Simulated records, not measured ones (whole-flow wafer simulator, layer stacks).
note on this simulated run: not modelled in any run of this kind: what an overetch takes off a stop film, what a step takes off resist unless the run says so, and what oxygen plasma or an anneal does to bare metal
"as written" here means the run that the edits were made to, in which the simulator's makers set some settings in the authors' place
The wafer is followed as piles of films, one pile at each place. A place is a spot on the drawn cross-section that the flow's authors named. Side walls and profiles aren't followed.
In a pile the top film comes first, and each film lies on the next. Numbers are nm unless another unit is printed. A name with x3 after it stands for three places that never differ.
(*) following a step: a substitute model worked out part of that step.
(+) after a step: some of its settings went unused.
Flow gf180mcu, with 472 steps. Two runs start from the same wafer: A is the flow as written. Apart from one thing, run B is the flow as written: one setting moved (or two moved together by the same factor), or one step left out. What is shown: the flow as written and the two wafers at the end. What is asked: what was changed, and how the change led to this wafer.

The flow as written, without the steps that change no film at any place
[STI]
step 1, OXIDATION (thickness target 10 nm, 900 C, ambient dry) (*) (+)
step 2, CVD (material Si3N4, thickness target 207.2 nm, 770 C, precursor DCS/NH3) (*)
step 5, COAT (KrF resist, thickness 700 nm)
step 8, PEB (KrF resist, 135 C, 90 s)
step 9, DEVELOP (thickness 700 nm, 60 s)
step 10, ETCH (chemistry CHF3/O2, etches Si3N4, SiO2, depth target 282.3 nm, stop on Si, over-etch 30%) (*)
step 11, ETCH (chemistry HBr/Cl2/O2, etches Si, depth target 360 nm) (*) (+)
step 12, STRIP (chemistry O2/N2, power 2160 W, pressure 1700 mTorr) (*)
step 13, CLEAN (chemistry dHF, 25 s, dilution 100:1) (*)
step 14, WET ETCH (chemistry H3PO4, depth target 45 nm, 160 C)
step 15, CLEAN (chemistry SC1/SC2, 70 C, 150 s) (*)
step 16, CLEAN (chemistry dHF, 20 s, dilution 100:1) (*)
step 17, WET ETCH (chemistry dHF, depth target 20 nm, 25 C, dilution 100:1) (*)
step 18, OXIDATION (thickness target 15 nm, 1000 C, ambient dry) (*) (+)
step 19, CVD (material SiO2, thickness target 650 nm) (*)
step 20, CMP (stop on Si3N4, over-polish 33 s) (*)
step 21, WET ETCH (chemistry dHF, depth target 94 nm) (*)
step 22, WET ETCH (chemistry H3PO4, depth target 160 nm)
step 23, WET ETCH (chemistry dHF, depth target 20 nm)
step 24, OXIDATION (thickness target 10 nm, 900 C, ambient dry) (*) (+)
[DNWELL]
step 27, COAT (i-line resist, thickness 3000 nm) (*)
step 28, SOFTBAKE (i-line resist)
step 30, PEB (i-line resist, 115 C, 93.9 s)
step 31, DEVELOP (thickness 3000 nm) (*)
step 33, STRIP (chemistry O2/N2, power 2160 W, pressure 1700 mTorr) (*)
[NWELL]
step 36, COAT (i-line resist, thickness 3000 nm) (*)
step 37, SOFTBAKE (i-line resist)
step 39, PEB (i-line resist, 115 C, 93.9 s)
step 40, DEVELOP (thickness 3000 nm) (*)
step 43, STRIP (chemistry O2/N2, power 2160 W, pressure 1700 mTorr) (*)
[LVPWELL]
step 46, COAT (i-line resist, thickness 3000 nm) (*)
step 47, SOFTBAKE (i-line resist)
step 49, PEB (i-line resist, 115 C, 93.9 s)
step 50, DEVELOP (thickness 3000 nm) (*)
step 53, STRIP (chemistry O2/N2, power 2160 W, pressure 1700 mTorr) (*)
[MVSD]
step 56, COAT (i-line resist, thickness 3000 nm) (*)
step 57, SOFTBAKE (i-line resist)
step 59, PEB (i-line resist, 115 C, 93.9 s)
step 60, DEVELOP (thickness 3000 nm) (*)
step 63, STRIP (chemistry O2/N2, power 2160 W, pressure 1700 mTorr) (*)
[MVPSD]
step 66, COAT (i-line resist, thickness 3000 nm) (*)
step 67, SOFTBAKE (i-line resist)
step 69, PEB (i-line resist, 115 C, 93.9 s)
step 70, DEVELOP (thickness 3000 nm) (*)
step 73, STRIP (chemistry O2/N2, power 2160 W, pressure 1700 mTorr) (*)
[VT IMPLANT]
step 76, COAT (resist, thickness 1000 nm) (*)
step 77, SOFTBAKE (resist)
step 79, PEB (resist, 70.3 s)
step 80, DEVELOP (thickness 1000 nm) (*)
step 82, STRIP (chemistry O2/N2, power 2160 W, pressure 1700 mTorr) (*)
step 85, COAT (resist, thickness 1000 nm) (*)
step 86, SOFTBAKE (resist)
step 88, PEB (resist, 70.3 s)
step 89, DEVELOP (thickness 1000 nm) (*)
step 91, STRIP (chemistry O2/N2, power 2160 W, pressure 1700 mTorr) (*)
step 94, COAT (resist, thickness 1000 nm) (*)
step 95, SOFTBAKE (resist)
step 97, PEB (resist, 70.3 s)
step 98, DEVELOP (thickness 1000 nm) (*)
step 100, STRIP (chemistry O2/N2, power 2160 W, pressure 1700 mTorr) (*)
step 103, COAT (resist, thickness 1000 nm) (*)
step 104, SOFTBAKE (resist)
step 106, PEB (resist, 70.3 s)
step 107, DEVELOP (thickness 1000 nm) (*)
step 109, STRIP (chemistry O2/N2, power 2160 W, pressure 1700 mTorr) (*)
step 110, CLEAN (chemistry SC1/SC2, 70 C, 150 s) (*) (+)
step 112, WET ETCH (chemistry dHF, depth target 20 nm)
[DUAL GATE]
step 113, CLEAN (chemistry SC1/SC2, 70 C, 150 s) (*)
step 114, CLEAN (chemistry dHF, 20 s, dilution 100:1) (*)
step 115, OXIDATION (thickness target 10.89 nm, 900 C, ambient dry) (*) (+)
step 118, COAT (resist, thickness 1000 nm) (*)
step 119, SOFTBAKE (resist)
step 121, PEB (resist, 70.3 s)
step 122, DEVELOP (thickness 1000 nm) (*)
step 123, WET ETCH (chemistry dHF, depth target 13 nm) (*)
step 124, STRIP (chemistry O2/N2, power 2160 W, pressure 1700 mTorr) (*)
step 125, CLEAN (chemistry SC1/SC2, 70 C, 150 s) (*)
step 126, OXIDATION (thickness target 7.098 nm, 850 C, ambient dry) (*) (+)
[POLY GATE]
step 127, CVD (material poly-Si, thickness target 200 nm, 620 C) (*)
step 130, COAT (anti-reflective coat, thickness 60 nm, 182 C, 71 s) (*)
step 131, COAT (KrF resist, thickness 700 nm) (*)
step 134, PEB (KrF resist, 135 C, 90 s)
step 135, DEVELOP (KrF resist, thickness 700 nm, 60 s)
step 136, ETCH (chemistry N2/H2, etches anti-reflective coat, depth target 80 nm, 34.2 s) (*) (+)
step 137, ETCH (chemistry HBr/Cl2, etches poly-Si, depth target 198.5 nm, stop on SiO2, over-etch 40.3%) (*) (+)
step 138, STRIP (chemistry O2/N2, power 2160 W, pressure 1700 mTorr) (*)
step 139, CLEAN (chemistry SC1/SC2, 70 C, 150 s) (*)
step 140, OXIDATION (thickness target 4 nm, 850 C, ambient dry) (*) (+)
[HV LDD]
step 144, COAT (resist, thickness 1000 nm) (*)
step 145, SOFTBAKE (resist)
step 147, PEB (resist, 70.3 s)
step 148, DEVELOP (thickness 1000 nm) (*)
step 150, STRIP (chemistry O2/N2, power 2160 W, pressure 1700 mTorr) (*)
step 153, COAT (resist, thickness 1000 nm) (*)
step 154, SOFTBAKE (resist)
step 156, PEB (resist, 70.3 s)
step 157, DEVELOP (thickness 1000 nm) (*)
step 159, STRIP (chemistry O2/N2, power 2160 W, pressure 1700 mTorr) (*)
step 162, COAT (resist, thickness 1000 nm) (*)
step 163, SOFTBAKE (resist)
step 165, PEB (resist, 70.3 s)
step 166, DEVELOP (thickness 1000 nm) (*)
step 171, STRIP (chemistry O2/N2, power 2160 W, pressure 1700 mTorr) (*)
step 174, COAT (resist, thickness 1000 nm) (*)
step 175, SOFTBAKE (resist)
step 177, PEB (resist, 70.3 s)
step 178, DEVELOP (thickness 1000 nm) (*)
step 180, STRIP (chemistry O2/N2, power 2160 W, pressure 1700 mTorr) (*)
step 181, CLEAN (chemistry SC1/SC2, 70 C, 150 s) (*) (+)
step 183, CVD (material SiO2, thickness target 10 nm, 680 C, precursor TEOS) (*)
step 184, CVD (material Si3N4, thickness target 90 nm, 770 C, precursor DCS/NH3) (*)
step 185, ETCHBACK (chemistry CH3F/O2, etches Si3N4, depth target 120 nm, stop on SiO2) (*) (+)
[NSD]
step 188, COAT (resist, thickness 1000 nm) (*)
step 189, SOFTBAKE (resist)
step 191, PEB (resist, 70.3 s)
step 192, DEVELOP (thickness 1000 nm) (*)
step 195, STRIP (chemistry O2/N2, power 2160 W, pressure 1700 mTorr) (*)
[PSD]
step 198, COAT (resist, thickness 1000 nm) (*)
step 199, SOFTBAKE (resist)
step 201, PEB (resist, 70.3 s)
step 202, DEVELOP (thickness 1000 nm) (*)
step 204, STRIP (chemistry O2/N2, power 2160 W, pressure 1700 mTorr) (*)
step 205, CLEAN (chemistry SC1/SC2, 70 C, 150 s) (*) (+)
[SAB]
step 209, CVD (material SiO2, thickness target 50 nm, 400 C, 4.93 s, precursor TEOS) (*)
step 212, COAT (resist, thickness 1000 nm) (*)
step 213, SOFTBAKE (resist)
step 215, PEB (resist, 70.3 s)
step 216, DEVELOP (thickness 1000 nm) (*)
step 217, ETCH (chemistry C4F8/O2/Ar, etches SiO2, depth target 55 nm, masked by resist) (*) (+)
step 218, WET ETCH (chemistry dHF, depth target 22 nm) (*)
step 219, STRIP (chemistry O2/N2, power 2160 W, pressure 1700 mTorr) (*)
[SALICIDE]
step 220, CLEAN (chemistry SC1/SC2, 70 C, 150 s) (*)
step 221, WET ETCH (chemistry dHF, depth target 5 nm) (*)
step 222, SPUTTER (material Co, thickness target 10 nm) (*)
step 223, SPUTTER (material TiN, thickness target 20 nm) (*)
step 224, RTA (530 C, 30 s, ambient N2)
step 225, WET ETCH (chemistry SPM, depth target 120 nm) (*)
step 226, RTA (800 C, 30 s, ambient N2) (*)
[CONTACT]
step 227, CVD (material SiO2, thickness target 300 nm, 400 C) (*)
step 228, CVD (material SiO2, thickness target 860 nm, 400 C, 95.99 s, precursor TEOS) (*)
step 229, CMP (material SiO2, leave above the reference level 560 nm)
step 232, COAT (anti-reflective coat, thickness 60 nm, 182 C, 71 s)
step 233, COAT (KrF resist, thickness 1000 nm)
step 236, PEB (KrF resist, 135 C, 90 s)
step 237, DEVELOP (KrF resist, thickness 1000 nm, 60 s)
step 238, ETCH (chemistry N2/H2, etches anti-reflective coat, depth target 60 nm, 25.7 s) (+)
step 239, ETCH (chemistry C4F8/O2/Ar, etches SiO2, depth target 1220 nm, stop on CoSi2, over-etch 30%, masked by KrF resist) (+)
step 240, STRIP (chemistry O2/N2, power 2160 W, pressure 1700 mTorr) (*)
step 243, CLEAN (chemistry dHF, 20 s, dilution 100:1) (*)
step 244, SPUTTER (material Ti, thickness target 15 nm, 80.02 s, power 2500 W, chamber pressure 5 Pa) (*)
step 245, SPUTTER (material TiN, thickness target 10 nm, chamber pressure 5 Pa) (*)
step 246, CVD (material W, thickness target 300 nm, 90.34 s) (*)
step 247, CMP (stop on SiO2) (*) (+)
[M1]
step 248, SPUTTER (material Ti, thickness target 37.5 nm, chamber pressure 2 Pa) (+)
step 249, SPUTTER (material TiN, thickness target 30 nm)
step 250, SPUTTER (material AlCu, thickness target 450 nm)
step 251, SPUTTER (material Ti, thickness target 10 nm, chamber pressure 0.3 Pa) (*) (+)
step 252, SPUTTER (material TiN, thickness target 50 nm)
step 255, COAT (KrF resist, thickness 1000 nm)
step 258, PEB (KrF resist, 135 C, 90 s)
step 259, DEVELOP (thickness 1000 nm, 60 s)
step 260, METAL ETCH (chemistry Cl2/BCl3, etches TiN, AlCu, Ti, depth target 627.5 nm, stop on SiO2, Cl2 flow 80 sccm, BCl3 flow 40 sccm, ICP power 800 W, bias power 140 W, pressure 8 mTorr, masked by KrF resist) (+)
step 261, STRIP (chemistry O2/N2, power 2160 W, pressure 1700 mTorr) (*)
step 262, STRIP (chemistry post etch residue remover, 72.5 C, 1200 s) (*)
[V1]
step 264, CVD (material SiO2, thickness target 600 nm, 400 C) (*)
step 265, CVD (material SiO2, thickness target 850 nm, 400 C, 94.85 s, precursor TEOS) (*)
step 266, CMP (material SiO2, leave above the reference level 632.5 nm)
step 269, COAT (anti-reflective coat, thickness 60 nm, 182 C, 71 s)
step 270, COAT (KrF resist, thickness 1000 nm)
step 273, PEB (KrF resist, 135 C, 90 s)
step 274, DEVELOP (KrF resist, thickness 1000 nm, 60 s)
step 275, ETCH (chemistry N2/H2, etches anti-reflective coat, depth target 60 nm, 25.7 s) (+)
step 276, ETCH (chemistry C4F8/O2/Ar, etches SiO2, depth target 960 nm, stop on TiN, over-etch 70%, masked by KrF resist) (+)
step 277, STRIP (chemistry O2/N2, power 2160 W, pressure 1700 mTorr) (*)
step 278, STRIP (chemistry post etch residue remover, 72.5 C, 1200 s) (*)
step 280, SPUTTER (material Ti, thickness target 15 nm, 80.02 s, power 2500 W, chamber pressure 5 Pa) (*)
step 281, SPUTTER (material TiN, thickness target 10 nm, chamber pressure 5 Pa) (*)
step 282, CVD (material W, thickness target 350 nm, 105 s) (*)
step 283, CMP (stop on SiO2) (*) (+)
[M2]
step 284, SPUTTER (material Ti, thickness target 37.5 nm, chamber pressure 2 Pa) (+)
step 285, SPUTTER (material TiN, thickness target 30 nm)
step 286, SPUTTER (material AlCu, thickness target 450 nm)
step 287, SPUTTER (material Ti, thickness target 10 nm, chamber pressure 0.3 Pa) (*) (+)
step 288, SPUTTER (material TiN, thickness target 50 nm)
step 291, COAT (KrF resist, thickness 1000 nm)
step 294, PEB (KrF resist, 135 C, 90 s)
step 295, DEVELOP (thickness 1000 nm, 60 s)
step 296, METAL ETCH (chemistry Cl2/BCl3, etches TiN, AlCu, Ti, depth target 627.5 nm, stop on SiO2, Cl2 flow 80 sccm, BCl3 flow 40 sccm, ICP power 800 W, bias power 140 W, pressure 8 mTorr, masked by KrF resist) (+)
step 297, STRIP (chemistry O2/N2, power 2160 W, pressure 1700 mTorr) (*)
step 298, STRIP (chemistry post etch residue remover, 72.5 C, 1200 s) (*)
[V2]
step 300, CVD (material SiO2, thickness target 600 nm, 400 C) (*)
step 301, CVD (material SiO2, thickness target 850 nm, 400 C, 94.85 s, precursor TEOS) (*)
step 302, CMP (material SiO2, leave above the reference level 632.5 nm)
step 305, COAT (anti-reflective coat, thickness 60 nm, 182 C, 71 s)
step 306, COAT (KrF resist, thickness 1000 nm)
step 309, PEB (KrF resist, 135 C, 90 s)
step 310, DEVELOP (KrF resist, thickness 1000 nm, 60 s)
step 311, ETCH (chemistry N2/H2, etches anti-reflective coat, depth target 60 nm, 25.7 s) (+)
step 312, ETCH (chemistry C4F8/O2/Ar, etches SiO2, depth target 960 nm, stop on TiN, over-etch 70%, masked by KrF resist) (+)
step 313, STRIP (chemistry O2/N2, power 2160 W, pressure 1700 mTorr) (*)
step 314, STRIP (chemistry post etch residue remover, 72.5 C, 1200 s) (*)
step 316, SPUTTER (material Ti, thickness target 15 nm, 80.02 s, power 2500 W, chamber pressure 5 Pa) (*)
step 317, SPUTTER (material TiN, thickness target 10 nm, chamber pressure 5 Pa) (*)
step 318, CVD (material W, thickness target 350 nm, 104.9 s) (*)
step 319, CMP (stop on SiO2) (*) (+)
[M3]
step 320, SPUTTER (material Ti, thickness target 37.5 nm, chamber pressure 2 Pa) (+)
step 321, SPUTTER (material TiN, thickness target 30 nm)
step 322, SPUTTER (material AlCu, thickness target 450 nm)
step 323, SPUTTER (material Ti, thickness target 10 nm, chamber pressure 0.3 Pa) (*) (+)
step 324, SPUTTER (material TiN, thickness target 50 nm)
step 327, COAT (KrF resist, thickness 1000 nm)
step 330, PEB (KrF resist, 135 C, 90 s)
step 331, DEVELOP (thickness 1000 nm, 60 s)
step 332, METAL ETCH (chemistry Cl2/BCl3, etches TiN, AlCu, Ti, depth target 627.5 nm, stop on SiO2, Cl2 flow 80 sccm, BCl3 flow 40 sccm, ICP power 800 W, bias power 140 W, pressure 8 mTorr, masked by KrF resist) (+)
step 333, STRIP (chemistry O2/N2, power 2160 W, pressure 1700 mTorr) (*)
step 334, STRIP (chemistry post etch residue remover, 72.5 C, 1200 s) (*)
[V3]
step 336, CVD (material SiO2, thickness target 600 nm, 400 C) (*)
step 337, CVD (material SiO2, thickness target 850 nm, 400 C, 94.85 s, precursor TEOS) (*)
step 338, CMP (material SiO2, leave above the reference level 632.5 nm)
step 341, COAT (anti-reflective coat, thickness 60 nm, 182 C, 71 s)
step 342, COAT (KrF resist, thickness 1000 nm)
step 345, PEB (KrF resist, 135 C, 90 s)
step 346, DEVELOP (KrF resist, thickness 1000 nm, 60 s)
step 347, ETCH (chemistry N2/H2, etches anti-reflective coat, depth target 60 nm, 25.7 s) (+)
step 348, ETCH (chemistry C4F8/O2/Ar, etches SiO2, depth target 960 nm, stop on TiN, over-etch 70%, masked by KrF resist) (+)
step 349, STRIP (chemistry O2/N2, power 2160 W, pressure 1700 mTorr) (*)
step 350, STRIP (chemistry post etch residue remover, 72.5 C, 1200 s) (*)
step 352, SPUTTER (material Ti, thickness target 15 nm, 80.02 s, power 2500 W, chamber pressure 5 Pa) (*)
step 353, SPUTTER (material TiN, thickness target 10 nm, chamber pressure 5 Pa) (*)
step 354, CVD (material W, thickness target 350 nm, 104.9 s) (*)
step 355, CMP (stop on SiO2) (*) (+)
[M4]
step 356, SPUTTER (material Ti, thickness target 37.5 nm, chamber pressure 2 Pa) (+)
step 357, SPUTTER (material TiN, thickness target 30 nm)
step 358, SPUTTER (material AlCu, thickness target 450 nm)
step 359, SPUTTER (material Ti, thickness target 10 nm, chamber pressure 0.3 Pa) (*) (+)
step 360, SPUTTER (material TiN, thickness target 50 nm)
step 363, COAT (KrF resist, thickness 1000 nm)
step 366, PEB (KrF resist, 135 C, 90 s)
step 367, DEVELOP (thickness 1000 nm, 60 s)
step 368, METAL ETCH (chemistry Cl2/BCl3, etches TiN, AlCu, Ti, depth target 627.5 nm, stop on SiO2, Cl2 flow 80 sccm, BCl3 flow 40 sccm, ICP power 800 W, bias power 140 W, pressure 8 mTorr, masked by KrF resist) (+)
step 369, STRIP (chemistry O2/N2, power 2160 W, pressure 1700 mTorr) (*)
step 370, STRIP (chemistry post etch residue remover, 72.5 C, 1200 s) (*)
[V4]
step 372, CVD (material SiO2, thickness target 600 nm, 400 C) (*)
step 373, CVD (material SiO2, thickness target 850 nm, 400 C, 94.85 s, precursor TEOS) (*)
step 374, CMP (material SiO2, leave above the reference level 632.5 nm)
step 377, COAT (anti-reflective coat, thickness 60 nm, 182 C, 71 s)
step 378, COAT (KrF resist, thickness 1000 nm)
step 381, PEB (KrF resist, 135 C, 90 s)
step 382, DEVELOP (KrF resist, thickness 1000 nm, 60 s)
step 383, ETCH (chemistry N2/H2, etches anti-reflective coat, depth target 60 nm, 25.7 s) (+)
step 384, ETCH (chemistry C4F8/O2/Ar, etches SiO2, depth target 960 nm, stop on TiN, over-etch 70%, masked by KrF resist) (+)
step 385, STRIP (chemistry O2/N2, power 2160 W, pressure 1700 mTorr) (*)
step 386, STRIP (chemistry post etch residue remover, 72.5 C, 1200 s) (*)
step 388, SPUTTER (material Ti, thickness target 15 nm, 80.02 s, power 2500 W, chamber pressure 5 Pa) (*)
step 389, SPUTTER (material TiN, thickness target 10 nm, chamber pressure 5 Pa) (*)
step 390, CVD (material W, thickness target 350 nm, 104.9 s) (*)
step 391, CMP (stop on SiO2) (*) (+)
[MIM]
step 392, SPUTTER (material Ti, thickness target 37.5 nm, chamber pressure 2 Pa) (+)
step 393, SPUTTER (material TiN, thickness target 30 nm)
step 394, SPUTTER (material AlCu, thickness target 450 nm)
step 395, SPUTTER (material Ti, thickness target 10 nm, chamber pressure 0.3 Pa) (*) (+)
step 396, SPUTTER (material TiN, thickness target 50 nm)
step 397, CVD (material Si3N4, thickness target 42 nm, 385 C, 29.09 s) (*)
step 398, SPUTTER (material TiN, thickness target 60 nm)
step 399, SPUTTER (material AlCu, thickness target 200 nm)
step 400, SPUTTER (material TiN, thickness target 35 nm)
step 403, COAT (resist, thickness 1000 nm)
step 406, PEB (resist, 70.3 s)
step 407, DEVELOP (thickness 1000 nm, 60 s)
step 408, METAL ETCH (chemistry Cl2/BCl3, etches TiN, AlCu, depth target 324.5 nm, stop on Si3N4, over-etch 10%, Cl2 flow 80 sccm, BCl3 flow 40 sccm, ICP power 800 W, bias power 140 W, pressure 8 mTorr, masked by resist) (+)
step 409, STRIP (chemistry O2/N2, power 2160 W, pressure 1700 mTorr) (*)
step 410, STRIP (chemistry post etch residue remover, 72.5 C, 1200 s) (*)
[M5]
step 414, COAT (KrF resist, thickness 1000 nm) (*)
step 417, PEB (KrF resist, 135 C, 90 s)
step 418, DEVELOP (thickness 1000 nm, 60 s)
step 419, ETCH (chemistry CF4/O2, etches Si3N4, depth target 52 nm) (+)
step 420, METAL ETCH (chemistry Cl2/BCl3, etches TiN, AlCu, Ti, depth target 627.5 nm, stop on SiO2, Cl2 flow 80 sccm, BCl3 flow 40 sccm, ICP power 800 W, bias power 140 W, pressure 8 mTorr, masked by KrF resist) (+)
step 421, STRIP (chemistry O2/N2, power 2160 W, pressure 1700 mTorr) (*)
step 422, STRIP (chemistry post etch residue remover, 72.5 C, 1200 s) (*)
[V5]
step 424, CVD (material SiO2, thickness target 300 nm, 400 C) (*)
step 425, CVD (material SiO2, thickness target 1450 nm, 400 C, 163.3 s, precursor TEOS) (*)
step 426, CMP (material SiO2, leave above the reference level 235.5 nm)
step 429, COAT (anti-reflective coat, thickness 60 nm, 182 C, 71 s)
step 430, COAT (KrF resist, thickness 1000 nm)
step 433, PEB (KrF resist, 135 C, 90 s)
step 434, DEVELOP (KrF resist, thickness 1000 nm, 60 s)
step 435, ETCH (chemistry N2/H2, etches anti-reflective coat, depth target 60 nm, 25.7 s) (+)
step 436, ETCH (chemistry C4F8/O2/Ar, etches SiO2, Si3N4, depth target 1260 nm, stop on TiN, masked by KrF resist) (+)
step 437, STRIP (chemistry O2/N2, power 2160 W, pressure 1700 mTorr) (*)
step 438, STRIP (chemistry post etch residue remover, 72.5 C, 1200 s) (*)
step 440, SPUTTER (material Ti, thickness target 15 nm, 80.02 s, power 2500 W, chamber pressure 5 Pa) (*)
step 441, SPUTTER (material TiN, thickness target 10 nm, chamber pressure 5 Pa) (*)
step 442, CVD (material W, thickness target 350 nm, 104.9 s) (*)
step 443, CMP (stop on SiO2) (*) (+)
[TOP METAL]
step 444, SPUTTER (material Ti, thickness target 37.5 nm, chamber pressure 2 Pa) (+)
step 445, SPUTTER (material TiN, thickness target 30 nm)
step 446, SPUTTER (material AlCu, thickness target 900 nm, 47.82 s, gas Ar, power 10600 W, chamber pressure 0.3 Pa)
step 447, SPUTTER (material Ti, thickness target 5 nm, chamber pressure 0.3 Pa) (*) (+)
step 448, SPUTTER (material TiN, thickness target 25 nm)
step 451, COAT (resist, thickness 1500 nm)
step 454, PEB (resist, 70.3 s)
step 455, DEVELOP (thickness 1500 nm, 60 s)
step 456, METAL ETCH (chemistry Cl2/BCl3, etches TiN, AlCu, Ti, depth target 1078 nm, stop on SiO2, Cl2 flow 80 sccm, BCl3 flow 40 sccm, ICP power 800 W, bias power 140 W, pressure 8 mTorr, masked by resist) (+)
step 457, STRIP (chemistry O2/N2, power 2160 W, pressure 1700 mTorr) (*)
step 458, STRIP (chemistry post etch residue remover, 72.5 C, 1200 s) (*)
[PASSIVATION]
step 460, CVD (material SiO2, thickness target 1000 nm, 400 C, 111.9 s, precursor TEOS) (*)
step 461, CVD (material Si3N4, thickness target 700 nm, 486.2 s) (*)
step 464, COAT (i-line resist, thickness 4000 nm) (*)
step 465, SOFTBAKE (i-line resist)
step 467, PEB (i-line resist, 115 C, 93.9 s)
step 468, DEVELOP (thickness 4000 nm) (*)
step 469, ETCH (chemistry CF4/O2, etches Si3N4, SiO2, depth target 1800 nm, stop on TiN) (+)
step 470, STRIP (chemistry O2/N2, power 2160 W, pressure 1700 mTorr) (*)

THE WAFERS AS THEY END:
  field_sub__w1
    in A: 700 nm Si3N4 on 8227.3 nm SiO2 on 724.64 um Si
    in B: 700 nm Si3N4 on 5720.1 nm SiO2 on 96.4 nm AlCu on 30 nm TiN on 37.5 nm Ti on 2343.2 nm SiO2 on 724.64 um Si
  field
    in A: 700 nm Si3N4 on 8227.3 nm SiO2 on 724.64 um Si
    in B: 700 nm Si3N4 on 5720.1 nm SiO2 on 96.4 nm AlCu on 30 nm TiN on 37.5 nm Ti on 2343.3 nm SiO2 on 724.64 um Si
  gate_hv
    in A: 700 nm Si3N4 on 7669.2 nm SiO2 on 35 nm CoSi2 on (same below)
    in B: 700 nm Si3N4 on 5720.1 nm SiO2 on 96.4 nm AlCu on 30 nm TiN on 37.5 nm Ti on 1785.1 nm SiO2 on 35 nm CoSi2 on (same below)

The reason: step 296, METAL ETCH: depth target 407.9 nm was run, whereas the flow has depth target 627.5 nm.

How this came from the change, step by step:
  step 296, METAL ETCH (chemistry Cl2/BCl3, etches TiN, AlCu, Ti, depth target 627.5 nm, stop on SiO2, Cl2 flow 80 sccm, BCl3 flow 40 sccm, ICP power 800 W, bias power 140 W, pressure 8 mTorr, masked by KrF resist) (+)
      field, field__w1, field__w2 and 103 more: A -50 TiN (all of it), -10 Ti (all of it), -450 AlCu (all of it), -30 TiN (all of it), -37.5 Ti (all of it) | B -50 TiN (all of it), -10 Ti (all of it), -347.9 AlCu
      field__w8, contact, m1, m1__w1, m1_nw: A -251 KrF resist | B -163.2 KrF resist
  step 297, STRIP (chemistry O2/N2, power 2160 W, pressure 1700 mTorr) (*)
      field__w8, contact, m1, m1__w1, m1_nw: A -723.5 KrF resist (all of it) | B -811.4 KrF resist (all of it)
  step 298, STRIP (chemistry post etch residue remover, 72.5 C, 1200 s) (*)
      field, field__w1, field__w2 and 103 more: A nothing | B -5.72 AlCu
  step 300, CVD (material SiO2, thickness target 600 nm, 400 C) (*)
      field, field__w1, field__w2 and 103 more: A +600 SiO2 | B +600 SiO2 (new film)
  step 302, CMP (material SiO2, leave above the reference level 632.5 nm)
      field, field__w1, field__w2 and 103 more: A -300 SiO2 | B -463.9 SiO2
With metal films that touch counted as one body, field_sub__w1 has 1 body; the flow as written gives 0 bodies.
With metal films that touch counted as one body, field has 1 body; the flow as written gives 0 bodies.
With metal films that touch counted as one body, gate_hv has 2 bodies (between them, from the top down: SiO2 1785.1); the flow as written gives 1 body.
